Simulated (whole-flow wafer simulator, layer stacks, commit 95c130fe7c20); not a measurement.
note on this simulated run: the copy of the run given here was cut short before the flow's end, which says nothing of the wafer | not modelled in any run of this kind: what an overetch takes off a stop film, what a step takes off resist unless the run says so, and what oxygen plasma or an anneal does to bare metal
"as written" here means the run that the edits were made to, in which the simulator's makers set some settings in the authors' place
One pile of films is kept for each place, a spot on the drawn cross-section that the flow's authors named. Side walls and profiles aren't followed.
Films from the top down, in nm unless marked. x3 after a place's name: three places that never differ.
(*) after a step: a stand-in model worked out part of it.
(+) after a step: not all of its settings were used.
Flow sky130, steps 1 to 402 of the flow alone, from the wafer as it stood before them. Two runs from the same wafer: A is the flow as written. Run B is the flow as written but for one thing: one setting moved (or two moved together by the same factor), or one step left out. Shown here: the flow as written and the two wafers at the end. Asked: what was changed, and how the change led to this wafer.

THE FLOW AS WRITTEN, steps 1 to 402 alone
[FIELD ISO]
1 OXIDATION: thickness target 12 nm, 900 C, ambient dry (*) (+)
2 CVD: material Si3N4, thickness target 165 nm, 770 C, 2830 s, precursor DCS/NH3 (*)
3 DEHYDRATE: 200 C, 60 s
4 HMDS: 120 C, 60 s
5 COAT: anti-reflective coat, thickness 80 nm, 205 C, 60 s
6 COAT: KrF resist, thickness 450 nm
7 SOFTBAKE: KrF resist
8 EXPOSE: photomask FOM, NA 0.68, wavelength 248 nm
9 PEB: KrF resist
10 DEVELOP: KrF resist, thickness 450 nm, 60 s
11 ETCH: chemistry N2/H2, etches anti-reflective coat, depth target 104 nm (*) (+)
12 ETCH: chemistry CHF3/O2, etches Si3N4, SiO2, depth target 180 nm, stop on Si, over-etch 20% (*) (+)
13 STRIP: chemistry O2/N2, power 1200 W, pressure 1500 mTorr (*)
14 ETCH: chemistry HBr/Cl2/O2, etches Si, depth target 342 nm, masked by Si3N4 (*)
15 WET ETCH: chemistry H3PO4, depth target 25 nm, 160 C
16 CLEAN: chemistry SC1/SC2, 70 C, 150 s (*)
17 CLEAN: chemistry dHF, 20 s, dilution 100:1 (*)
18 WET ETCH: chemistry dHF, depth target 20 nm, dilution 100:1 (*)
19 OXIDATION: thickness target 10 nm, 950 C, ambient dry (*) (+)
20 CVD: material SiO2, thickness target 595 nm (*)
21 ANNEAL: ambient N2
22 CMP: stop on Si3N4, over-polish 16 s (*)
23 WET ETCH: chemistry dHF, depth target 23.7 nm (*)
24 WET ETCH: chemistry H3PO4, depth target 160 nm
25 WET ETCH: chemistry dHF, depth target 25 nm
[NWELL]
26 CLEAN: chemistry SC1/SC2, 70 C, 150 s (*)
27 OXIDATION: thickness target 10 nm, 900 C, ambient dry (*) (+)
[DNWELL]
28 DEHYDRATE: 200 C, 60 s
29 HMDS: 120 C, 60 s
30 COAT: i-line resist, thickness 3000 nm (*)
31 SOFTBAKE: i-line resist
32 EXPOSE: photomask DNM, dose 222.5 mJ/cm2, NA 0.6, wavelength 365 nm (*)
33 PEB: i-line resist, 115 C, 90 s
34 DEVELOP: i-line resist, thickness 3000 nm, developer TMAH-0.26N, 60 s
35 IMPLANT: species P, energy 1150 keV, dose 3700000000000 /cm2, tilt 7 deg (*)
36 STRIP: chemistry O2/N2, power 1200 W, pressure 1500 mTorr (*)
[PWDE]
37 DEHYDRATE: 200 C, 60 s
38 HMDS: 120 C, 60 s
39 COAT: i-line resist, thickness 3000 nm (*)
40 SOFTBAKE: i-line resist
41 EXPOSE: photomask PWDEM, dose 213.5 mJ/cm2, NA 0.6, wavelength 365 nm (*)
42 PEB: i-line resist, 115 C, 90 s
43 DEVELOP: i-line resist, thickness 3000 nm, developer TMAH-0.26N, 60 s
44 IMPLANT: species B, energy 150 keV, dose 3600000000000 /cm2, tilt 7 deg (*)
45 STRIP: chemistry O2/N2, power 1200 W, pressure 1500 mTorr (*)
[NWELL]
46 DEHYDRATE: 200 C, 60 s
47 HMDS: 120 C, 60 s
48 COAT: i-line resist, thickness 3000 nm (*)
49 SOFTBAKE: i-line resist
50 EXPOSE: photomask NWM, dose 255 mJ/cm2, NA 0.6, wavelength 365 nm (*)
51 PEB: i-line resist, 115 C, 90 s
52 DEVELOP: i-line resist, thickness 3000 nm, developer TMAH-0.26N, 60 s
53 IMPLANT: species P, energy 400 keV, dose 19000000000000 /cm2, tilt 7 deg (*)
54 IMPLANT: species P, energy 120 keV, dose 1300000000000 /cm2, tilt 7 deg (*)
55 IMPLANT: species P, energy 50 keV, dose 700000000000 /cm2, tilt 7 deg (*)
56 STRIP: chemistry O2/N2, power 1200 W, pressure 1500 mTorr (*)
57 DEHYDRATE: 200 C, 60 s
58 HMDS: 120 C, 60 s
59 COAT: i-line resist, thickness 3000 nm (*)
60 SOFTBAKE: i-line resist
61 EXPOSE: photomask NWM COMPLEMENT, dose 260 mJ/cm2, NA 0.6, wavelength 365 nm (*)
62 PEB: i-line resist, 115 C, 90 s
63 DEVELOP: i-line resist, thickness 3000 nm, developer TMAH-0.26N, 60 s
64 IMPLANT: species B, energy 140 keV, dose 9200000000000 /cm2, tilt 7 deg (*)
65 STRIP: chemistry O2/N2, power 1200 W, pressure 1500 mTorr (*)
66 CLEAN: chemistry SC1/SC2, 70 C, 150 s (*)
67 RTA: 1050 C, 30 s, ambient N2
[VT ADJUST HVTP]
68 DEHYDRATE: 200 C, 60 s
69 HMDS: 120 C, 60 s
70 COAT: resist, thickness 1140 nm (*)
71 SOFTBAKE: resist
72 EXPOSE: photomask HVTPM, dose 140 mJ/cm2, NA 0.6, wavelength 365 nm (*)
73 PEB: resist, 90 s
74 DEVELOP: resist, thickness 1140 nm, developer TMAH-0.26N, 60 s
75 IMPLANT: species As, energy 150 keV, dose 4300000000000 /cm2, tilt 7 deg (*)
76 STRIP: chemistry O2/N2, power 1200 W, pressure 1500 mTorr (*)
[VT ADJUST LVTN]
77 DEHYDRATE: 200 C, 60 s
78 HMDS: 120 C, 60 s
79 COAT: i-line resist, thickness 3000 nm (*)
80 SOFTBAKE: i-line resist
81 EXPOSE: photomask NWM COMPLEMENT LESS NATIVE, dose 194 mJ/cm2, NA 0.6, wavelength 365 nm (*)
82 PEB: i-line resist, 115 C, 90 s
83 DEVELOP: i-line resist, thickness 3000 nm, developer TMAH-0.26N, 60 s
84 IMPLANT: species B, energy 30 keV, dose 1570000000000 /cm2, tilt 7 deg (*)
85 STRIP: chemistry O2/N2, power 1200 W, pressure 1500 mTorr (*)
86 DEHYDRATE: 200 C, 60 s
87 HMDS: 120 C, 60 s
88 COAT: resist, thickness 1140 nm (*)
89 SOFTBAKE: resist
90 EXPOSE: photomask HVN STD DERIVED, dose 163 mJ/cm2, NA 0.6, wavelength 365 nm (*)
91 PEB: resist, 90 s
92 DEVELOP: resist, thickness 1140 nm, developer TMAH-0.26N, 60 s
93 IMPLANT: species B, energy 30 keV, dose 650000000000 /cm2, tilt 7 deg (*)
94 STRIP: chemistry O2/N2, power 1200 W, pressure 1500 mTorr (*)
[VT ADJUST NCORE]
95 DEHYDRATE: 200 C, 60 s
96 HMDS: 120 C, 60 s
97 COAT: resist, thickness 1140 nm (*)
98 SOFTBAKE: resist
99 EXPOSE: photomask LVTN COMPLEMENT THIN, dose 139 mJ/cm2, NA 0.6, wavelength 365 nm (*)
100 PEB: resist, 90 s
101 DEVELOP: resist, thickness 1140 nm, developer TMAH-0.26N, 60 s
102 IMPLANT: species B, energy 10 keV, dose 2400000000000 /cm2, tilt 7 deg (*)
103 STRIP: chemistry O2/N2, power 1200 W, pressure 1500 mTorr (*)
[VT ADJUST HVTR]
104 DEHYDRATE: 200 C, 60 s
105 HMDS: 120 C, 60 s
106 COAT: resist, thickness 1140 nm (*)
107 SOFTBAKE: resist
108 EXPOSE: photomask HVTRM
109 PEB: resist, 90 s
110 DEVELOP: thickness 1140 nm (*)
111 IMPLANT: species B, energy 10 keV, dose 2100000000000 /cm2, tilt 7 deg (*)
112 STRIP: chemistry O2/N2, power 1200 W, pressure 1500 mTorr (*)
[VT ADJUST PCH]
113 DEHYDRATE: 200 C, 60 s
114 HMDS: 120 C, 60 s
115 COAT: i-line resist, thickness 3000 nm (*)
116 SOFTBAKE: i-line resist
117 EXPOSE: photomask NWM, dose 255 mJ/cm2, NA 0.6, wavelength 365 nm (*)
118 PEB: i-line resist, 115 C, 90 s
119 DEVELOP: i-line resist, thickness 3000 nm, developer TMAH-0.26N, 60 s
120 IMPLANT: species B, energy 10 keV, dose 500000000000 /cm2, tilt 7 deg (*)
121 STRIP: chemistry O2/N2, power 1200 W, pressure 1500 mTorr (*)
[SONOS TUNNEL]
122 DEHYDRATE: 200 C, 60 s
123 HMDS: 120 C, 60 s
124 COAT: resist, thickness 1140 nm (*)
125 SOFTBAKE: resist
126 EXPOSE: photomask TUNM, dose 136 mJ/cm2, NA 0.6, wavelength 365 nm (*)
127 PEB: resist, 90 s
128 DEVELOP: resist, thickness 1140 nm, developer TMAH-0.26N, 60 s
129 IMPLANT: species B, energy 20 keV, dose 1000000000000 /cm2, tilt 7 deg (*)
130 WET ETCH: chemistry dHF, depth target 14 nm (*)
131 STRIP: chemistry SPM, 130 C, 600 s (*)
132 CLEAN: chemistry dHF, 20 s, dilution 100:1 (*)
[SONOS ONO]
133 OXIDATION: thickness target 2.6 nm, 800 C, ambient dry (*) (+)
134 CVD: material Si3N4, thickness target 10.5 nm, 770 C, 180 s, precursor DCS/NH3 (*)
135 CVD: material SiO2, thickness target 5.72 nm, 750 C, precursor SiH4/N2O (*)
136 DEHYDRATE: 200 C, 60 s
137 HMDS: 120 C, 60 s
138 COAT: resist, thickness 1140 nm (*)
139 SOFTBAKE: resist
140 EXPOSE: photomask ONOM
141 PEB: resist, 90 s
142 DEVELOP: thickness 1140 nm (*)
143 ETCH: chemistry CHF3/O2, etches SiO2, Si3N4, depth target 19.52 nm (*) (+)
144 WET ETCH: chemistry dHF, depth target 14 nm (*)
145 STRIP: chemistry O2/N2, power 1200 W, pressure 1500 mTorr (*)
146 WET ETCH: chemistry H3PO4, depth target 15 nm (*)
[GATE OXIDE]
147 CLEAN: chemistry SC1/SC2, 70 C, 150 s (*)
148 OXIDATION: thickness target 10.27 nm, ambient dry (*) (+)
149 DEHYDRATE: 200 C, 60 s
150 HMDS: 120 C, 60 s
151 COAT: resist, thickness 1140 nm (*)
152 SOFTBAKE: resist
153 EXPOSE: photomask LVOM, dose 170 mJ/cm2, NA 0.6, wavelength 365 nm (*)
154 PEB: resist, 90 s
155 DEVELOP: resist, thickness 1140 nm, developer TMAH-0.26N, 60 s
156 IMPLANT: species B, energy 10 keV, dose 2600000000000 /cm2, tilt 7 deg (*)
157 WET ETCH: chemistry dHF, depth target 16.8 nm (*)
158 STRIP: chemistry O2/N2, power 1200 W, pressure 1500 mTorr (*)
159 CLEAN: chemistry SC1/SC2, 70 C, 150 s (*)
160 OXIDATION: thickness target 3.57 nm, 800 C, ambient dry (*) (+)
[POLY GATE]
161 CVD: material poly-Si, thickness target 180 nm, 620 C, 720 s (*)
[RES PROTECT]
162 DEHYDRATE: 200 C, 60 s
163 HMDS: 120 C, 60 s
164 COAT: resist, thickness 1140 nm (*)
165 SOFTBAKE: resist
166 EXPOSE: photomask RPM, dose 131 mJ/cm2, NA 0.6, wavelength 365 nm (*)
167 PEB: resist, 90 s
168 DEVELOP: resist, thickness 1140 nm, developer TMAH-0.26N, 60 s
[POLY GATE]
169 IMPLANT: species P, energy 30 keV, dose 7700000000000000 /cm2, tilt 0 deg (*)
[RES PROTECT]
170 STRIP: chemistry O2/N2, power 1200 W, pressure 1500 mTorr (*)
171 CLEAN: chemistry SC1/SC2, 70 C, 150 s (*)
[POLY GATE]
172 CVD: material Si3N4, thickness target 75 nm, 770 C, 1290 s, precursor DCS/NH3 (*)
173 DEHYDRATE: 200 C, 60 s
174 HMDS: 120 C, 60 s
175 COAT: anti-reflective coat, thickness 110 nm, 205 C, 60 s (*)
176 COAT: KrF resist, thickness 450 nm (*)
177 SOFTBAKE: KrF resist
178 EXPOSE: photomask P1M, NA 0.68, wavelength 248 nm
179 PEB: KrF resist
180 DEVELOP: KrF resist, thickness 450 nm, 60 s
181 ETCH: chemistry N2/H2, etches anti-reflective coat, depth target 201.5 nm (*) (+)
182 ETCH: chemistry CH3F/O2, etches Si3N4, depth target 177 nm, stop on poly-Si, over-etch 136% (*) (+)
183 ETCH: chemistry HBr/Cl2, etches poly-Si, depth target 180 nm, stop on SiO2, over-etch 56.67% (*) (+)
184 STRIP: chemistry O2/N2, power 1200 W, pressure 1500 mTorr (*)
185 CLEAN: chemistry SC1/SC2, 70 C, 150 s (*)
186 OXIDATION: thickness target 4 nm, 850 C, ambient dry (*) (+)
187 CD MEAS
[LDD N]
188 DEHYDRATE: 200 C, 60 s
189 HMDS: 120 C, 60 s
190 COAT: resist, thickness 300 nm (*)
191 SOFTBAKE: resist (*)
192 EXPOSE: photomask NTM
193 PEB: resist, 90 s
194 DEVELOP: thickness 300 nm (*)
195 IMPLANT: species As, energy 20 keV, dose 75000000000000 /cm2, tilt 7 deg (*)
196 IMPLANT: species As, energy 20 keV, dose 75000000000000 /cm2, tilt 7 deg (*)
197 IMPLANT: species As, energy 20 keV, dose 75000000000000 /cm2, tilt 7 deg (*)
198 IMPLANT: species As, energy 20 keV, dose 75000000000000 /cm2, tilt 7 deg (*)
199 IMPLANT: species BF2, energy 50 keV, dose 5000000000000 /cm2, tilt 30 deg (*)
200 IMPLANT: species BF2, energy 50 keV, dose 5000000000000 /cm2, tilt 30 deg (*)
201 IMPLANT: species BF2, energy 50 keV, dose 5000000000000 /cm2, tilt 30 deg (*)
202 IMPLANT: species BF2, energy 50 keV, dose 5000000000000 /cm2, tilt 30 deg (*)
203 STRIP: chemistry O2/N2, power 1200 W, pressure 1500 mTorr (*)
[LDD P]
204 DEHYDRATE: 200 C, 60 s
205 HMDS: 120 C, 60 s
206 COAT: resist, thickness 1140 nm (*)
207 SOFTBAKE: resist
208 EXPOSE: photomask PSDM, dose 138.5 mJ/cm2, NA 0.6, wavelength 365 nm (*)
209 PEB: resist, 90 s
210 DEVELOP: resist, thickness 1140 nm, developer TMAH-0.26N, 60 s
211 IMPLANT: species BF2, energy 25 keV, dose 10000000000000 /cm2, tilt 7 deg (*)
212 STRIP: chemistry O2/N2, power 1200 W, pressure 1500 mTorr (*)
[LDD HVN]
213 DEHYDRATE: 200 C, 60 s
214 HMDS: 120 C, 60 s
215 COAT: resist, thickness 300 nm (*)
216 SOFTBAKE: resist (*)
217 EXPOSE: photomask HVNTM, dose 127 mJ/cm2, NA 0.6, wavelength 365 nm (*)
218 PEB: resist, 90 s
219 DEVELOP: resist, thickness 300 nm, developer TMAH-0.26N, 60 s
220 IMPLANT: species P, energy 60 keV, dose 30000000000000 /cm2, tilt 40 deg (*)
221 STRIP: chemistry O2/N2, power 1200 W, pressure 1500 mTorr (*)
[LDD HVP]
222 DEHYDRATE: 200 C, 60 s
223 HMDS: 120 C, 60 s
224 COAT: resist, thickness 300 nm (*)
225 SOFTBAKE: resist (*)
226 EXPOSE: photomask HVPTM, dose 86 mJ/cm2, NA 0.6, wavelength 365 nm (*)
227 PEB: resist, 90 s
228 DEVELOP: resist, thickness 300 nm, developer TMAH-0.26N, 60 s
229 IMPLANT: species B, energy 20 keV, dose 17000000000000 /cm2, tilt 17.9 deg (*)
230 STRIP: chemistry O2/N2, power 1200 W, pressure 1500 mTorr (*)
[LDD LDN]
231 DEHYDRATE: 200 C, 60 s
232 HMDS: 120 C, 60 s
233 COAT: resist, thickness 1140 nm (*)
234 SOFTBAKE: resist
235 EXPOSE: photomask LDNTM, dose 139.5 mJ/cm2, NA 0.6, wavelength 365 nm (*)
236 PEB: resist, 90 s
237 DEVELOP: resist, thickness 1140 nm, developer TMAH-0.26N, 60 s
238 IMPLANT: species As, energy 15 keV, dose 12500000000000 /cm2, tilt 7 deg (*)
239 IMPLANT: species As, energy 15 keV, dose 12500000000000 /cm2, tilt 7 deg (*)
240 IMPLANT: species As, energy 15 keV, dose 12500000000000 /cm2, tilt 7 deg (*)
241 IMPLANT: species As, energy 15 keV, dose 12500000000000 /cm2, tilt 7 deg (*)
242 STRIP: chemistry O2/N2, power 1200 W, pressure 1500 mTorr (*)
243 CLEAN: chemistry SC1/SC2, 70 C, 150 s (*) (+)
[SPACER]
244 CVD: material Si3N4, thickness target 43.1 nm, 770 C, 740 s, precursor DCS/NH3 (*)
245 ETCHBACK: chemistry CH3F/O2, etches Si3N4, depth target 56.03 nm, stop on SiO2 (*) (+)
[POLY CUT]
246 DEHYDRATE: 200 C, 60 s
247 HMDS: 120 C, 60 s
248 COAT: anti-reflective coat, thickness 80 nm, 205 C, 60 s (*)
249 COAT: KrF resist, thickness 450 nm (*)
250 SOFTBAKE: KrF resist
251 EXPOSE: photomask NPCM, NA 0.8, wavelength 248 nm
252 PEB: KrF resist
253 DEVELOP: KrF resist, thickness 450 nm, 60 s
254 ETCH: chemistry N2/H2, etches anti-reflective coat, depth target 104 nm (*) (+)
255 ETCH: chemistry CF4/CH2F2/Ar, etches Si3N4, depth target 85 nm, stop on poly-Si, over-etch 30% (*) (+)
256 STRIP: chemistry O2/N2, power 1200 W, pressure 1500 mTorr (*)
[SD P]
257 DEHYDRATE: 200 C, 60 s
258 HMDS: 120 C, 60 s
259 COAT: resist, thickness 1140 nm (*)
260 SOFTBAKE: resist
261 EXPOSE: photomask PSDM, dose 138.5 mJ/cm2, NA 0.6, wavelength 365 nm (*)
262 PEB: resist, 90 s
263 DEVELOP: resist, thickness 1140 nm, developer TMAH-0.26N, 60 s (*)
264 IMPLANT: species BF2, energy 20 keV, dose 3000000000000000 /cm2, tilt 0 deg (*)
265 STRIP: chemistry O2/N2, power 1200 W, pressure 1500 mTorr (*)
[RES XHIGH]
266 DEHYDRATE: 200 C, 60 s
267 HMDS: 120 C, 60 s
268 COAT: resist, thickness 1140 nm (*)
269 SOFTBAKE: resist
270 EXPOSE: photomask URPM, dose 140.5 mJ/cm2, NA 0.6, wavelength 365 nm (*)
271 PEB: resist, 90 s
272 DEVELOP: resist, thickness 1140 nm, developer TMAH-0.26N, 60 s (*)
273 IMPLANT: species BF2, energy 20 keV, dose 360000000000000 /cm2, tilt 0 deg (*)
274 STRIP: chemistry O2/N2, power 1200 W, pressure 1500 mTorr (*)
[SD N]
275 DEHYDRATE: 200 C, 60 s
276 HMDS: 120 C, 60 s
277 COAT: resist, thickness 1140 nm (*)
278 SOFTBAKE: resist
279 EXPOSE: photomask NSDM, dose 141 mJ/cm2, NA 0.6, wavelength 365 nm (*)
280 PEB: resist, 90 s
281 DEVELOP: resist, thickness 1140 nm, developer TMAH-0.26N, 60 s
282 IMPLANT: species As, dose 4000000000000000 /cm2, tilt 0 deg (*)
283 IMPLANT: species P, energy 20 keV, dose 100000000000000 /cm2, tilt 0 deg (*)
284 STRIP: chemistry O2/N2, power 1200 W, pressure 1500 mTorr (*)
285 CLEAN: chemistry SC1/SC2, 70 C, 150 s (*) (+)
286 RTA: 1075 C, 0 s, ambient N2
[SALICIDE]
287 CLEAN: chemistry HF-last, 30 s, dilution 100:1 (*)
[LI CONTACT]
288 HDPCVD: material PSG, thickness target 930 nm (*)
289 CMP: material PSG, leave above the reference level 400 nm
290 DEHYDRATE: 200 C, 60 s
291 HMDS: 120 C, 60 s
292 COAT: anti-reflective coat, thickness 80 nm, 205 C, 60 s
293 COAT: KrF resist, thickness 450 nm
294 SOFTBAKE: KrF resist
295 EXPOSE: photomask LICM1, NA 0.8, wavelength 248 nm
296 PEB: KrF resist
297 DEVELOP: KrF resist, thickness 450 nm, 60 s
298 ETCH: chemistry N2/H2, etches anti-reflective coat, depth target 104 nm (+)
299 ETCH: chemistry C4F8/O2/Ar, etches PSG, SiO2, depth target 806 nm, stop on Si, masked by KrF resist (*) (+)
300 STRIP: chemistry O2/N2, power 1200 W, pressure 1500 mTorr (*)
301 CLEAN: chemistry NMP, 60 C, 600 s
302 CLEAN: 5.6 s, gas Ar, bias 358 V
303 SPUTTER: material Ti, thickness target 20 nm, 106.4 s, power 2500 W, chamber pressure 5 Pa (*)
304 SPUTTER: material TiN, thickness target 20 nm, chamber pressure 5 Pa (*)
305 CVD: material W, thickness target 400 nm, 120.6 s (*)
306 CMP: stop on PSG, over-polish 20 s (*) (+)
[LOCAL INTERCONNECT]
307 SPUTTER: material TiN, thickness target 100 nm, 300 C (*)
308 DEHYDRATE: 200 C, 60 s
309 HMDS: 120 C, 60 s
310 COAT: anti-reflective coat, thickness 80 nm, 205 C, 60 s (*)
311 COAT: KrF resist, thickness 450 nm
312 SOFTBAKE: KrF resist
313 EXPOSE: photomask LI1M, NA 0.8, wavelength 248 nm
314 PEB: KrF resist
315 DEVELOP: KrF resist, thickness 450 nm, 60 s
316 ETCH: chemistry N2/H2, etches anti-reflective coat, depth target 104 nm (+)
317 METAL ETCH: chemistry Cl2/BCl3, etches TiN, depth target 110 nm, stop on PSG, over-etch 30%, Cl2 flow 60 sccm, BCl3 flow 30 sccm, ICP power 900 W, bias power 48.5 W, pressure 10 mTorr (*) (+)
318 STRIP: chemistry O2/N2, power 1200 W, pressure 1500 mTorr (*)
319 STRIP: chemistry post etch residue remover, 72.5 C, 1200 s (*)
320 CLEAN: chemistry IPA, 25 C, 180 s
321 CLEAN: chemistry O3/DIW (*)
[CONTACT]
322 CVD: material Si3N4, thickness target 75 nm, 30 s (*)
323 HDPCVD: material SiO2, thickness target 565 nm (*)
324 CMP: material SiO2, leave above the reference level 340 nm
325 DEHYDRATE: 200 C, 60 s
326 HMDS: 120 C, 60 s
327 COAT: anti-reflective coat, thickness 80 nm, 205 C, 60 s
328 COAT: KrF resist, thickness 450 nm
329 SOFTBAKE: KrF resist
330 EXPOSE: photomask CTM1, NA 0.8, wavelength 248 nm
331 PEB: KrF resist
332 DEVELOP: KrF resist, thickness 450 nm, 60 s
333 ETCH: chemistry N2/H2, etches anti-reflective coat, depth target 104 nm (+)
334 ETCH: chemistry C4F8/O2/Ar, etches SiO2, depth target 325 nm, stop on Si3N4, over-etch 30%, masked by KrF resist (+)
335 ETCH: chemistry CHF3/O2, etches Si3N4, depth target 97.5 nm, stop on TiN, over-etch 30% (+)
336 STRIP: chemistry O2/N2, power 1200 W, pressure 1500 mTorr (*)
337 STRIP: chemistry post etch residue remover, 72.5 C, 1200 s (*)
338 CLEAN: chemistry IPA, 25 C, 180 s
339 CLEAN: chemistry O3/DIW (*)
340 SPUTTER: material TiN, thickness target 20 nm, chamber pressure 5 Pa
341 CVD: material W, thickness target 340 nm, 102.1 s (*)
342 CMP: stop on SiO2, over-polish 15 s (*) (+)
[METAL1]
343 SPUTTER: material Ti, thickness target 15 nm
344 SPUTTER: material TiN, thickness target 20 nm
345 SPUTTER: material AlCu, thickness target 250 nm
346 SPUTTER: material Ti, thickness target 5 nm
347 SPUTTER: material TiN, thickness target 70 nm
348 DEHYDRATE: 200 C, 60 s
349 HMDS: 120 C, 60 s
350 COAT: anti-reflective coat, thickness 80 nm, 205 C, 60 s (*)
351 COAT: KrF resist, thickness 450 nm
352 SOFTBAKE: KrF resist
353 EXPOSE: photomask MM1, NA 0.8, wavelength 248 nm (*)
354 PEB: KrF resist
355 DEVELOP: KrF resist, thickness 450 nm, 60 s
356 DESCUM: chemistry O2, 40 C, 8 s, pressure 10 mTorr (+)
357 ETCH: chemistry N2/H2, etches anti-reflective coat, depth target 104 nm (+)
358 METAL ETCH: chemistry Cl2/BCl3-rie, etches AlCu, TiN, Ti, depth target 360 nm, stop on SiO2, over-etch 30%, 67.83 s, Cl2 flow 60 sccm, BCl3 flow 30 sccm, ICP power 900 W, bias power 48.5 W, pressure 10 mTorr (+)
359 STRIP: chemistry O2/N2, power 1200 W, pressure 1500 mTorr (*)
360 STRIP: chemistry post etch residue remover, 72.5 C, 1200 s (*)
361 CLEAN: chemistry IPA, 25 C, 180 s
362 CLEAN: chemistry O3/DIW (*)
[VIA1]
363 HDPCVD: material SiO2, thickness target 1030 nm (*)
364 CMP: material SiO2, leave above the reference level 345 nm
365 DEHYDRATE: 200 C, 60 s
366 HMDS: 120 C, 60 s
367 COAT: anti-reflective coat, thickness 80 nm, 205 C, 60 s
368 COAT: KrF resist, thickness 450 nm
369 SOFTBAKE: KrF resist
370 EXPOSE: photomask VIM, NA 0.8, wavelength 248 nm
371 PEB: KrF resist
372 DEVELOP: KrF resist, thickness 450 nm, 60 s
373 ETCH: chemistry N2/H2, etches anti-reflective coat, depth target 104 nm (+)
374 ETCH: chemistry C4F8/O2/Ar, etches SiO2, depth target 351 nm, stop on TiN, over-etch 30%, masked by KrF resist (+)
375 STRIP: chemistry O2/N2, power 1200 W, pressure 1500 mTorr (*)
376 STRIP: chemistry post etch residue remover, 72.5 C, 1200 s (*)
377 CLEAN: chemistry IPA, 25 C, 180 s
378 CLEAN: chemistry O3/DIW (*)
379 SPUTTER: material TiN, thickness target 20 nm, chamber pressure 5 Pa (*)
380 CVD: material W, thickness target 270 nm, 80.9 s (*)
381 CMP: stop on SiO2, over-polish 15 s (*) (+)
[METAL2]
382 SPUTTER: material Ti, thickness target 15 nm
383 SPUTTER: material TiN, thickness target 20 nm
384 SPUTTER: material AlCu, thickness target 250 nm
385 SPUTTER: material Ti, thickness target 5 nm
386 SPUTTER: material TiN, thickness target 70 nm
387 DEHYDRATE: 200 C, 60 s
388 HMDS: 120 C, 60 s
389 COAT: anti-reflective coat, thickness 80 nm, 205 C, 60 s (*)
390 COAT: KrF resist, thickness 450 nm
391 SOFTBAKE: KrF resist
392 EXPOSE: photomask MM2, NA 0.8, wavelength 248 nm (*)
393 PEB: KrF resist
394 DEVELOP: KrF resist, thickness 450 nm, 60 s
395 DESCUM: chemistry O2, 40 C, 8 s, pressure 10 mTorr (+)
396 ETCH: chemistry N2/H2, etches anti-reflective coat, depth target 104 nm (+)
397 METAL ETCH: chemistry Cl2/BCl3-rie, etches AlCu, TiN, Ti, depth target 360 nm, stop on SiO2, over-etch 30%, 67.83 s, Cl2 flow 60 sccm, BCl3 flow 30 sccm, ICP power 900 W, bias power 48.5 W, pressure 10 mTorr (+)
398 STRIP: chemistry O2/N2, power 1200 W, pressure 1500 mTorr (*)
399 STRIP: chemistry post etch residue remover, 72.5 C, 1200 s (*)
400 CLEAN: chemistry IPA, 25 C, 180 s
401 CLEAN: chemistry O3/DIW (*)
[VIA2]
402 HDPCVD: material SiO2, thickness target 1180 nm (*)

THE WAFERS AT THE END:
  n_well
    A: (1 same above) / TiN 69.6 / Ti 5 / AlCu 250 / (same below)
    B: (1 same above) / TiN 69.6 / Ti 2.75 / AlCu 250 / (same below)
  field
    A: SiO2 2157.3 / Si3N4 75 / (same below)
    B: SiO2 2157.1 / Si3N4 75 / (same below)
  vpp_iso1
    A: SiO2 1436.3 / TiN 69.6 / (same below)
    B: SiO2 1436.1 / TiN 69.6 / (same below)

The cause: step 385, SPUTTER: thickness target 2.75 nm was run, where the flow has thickness target 5 nm.
It can be read off the wafer: n_well has Ti 2.75, and step 385 as written asks for 5 nm.

How the change led to this, step by step:
  385 SPUTTER: material Ti, thickness target 5 nm
      field, active, n_well and 188 more: A Ti +5 (new film) | B Ti +2.75 (new film)
  397 METAL ETCH: chemistry Cl2/BCl3-rie, etches AlCu, TiN, Ti, depth target 360 nm, stop on SiO2, over-etch 30%, 67.83 s, Cl2 flow 60 sccm, BCl3 flow 30 sccm, ICP power 900 W, bias power 48.5 W, pressure 10 mTorr (+)
      field, active, gate and 82 more: A TiN -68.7 (all of it), Ti -5 (all of it), AlCu -250 (all of it), TiN -20 (all of it), Ti -15 (all of it), SiO2 -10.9 | B TiN -68.7 (all of it), Ti -2.75 (all of it), AlCu -250 (all of it), TiN -20 (all of it), Ti -15 (all of it), SiO2 -11.2
